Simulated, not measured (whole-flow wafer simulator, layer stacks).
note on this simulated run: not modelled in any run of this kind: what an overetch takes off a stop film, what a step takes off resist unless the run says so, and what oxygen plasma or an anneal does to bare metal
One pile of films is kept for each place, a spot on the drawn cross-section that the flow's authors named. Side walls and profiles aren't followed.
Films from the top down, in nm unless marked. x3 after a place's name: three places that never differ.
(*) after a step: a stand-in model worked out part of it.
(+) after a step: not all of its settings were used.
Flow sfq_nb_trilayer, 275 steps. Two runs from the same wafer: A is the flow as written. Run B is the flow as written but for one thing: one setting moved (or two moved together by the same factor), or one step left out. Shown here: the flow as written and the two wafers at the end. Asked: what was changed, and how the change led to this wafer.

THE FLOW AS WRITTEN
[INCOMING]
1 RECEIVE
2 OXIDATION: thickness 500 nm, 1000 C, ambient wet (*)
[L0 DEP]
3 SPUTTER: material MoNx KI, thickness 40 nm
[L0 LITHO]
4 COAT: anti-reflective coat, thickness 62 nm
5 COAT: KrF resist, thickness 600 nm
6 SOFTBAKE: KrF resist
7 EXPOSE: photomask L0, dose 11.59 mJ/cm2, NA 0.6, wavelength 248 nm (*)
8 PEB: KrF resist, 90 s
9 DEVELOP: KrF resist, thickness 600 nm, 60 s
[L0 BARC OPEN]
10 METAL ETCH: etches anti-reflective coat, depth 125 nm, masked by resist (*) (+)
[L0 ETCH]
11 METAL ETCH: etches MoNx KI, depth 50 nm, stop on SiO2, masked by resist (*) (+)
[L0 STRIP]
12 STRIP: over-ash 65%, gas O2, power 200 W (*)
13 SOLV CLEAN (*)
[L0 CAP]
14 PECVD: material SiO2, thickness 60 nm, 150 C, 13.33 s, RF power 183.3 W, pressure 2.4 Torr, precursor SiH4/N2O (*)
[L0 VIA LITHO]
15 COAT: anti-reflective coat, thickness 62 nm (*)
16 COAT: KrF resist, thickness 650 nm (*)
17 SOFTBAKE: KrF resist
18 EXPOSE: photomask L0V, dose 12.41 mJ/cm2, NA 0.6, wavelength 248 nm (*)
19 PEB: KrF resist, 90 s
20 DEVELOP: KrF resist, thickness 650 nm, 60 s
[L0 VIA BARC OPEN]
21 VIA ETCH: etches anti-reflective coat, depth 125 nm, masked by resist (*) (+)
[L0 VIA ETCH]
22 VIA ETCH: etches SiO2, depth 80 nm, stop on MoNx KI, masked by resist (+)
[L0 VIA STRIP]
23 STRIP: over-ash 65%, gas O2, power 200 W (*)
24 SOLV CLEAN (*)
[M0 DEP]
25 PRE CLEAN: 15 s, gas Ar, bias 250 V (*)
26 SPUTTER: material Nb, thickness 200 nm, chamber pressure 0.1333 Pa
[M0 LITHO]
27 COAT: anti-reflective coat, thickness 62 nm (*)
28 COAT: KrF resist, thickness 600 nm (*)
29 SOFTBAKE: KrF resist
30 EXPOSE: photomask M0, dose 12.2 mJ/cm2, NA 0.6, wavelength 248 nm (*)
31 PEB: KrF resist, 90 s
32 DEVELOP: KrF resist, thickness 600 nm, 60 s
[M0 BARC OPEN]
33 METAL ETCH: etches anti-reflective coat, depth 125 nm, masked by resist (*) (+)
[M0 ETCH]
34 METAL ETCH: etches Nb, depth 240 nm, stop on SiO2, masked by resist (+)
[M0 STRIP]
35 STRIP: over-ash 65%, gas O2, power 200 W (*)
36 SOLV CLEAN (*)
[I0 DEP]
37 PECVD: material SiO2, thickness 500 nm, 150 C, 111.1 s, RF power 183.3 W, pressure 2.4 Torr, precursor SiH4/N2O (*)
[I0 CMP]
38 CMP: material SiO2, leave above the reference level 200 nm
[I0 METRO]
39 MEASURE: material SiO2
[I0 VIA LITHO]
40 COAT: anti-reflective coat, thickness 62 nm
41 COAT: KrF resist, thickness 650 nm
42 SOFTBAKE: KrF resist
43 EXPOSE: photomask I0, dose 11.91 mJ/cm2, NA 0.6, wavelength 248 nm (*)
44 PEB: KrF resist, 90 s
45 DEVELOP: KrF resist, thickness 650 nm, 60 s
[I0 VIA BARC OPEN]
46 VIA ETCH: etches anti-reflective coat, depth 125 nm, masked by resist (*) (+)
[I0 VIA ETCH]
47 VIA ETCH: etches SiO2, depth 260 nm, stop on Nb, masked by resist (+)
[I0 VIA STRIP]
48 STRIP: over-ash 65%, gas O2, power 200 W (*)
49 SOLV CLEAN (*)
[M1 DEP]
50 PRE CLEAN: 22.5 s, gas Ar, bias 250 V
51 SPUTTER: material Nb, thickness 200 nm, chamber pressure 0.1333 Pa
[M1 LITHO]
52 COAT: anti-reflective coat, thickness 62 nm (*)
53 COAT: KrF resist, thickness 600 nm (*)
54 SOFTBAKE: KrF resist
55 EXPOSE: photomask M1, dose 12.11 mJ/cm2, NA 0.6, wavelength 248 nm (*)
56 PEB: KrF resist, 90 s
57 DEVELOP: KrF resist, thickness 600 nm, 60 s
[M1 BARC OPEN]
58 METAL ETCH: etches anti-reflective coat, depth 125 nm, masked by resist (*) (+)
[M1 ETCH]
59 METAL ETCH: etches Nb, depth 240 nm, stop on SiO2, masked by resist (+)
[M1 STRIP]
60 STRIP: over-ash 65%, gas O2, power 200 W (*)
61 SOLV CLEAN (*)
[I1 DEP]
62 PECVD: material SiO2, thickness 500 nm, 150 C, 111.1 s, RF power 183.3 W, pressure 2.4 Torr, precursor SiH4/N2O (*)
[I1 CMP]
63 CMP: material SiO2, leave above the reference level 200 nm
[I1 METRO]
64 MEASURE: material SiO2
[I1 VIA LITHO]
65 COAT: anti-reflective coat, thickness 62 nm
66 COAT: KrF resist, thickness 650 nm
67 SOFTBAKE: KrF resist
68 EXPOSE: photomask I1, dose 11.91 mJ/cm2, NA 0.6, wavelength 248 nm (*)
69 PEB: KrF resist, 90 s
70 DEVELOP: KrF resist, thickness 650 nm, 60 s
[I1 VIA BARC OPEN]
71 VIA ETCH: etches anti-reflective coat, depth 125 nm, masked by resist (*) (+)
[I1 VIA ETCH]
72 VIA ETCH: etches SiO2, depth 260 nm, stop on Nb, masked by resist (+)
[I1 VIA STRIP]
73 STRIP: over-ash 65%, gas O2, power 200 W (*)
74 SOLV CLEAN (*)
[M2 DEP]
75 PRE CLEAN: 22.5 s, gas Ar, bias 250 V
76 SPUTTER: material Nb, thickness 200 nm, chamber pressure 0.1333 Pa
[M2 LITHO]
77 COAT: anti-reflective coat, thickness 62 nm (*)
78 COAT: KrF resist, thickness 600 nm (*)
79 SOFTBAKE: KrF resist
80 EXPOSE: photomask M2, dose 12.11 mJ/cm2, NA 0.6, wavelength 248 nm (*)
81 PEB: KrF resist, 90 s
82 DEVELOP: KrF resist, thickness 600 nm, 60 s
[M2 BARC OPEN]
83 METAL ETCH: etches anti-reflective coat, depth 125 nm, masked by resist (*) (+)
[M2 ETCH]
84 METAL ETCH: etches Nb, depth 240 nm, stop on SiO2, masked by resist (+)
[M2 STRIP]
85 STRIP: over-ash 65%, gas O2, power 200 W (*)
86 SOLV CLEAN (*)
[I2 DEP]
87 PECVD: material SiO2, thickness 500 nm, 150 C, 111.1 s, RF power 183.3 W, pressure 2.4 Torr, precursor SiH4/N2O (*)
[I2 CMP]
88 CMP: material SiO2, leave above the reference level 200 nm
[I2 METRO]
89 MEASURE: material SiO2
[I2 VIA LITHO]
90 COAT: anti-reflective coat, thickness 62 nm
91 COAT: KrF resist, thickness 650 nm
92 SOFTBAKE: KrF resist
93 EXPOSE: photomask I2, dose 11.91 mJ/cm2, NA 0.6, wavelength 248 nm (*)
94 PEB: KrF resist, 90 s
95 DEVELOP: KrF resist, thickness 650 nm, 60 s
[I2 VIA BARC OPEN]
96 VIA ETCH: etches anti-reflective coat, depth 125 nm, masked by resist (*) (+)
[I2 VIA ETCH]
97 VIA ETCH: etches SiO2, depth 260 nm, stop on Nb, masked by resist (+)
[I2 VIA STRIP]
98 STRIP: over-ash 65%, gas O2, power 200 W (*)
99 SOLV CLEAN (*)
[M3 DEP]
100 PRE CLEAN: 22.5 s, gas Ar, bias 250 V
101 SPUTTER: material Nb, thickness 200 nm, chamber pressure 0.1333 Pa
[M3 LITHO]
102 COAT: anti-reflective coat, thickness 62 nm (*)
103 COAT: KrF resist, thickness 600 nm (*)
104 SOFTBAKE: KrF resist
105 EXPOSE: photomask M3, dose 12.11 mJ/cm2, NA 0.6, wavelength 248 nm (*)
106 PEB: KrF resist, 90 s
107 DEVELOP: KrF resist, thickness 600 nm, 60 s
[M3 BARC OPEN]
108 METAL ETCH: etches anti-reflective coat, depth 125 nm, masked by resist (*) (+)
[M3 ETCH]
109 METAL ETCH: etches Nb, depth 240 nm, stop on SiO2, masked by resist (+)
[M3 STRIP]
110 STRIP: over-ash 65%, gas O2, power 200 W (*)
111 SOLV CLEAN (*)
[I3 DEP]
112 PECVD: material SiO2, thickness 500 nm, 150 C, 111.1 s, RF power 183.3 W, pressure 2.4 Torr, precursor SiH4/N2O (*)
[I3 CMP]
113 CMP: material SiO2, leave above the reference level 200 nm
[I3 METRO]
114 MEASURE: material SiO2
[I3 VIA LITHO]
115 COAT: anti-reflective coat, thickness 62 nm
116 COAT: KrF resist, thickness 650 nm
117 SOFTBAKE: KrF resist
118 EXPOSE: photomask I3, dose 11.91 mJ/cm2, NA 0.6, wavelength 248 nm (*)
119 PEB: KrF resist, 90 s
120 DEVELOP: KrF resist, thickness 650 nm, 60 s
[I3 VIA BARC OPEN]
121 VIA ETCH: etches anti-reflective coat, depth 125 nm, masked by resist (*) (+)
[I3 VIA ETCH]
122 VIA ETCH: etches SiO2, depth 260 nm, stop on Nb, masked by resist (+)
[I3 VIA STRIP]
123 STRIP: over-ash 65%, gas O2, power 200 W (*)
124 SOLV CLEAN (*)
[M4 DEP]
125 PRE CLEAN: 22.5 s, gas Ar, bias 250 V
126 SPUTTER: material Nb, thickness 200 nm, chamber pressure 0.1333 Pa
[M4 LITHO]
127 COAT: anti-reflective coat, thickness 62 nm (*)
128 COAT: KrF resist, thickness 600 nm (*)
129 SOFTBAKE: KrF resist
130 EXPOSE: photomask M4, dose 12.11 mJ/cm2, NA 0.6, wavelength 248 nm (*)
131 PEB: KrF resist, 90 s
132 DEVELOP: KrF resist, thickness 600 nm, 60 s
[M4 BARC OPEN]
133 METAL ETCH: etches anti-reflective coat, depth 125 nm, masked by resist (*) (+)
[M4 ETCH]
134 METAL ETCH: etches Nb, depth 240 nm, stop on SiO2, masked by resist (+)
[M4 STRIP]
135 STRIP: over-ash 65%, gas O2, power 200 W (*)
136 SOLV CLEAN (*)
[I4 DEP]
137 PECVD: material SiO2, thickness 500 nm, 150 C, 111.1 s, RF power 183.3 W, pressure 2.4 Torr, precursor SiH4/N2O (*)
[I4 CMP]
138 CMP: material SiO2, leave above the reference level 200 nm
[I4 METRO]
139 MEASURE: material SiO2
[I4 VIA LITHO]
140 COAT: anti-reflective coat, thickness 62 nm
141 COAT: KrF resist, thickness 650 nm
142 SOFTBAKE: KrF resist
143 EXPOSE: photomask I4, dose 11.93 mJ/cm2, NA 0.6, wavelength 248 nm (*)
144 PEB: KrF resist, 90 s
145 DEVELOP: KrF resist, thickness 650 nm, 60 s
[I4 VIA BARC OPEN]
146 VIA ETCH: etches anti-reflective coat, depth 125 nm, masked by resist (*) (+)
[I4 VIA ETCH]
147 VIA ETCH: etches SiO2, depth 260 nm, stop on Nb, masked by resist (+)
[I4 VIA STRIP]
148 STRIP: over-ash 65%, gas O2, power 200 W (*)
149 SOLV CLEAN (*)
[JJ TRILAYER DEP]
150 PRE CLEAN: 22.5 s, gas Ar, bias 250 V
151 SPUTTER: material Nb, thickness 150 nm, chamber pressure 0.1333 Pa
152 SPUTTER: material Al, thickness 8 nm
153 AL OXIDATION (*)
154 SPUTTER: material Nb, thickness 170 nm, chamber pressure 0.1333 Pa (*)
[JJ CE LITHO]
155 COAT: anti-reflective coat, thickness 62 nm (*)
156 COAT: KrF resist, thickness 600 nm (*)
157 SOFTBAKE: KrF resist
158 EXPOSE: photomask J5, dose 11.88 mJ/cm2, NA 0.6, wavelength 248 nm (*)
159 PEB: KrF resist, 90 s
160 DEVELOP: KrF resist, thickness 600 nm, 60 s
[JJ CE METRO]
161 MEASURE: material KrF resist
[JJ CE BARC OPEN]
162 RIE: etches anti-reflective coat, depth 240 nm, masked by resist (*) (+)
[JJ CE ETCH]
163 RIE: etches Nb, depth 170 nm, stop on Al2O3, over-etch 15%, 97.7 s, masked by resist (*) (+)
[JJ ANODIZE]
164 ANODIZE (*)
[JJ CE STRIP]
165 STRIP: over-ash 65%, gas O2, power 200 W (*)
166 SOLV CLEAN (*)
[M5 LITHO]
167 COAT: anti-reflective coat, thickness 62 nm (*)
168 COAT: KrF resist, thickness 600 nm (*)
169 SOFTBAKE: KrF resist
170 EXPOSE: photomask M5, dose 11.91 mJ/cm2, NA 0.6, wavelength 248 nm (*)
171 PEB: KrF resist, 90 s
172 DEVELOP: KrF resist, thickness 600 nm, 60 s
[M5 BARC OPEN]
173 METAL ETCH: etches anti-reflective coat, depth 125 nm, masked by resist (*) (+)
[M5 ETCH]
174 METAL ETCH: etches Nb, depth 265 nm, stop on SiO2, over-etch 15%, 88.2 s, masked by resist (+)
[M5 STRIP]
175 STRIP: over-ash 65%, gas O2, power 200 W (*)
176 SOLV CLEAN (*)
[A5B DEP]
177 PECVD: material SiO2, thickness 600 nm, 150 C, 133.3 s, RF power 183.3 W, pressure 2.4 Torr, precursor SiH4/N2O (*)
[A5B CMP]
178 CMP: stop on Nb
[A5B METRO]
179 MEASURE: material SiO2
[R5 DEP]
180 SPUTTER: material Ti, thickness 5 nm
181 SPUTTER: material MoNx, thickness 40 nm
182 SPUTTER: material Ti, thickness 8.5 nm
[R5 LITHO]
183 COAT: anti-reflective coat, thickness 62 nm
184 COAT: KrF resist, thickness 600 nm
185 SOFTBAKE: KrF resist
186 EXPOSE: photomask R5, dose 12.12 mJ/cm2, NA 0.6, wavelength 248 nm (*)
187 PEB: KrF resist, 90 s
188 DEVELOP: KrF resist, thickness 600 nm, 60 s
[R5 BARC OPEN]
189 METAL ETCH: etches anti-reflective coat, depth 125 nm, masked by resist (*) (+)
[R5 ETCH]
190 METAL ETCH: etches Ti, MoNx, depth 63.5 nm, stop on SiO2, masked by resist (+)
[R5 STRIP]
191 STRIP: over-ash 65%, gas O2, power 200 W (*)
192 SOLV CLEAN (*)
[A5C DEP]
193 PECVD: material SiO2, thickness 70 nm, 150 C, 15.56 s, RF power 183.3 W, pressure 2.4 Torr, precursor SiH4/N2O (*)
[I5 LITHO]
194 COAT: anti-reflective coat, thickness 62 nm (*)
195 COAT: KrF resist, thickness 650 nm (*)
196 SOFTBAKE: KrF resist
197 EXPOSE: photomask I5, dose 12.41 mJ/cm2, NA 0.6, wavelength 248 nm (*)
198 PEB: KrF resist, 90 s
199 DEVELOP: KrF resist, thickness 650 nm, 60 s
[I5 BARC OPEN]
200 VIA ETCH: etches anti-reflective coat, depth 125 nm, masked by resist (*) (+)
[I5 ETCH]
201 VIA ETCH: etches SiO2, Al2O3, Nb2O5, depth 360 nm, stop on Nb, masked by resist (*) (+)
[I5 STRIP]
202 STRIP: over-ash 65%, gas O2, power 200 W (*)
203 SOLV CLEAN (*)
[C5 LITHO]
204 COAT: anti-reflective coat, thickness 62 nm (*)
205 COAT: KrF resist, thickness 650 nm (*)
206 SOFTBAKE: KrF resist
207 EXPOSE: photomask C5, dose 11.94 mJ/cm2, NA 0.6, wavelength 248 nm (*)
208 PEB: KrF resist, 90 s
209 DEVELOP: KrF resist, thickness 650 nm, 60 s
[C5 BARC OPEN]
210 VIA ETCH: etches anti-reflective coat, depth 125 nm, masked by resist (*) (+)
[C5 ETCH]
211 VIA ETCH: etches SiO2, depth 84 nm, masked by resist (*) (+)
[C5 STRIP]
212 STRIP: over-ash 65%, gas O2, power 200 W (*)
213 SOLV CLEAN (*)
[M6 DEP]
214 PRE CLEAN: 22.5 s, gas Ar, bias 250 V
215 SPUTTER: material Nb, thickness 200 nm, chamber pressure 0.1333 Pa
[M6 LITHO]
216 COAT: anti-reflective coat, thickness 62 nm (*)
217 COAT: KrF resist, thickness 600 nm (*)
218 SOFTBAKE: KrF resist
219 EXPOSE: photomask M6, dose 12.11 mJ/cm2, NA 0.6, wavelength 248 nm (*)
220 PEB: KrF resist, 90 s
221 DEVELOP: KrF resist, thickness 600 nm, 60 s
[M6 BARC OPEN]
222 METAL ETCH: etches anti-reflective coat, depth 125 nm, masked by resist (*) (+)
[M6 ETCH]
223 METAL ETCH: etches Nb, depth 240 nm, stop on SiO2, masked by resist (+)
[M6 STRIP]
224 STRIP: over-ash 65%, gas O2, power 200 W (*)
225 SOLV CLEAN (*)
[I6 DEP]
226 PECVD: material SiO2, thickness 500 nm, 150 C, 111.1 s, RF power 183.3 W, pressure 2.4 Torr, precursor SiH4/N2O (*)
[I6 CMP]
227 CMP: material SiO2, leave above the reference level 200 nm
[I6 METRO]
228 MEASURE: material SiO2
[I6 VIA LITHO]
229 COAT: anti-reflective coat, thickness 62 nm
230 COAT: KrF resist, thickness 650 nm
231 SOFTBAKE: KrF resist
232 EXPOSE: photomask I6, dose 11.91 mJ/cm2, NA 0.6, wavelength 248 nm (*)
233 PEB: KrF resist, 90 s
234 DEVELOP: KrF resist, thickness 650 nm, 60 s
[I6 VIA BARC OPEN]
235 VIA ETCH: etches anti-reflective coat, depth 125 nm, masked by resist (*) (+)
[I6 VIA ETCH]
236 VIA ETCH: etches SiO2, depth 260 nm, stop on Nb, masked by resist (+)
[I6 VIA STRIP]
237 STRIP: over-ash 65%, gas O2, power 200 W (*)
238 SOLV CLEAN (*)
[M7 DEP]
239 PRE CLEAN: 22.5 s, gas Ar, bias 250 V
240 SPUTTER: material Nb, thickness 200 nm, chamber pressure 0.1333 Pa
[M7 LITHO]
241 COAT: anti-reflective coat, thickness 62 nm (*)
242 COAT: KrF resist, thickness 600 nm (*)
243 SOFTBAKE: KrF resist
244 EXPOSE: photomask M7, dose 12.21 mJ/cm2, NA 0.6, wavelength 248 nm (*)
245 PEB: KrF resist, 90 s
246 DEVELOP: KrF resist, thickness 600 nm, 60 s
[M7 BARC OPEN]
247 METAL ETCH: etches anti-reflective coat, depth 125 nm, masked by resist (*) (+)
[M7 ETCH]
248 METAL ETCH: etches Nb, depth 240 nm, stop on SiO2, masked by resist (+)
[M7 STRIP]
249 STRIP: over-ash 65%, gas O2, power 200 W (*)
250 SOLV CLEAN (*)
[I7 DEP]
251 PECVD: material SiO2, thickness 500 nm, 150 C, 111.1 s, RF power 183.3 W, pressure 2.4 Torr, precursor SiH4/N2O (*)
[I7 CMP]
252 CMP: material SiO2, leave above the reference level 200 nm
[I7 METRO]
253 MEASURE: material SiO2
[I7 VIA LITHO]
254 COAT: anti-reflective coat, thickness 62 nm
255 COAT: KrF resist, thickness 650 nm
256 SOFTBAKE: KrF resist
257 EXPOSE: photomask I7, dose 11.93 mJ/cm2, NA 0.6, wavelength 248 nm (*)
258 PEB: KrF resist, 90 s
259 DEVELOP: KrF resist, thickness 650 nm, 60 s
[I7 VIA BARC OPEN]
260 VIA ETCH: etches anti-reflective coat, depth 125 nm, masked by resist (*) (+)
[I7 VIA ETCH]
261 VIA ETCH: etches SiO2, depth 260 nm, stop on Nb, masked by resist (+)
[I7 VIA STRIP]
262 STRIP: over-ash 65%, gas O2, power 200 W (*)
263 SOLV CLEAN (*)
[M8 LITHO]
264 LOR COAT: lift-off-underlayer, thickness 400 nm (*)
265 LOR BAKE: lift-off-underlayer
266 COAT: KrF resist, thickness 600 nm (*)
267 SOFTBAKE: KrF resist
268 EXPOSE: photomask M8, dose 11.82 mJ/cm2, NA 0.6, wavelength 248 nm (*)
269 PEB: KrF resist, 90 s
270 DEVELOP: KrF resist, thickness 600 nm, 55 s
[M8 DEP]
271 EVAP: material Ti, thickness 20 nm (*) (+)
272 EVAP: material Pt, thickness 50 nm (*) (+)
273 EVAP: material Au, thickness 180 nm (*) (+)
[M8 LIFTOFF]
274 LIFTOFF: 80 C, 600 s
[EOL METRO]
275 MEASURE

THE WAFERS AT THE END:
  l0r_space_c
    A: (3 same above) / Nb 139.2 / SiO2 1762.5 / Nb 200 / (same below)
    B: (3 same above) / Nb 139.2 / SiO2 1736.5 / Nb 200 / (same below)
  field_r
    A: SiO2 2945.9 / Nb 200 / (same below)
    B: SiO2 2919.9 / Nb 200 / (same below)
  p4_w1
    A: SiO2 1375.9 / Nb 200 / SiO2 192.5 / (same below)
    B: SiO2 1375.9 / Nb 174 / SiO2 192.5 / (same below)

The cause: step 126, SPUTTER: thickness 174 nm was run, where the flow has thickness 200 nm.
It can be read off the wafer: p4_w1 has Nb 174, and step 126 as written asks for 200 nm.

How the change led to this, step by step:
  126 SPUTTER: material Nb, thickness 200 nm, chamber pressure 0.1333 Pa
      field_l, v_sur, via_wl and 102 more: A Nb +200 (new film) | B Nb +174 (new film)
      via_v: A Nb +165.5 | B Nb +143.8
  134 METAL ETCH: etches Nb, depth 240 nm, stop on SiO2, masked by resist (+)
      field_l, be, be_sur and 64 more: A Nb -200 (all of it) | B Nb -174 (all of it)
  137 PECVD: material SiO2, thickness 500 nm, 150 C, 111.1 s, RF power 183.3 W, pressure 2.4 Torr, precursor SiH4/N2O (*)
      p3_s0, p3_s1, p3_s2, p3_s3, p3_s4, p3_s5: A SiO2 +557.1 | B SiO2 +531.1
  138 CMP: material SiO2, leave above the reference level 200 nm
      field_l, be, be_sur and 55 more: A SiO2 -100 | B SiO2 -126
      lsp_r, l0_sur, l0v: A SiO2 -91.9 | B SiO2 -119
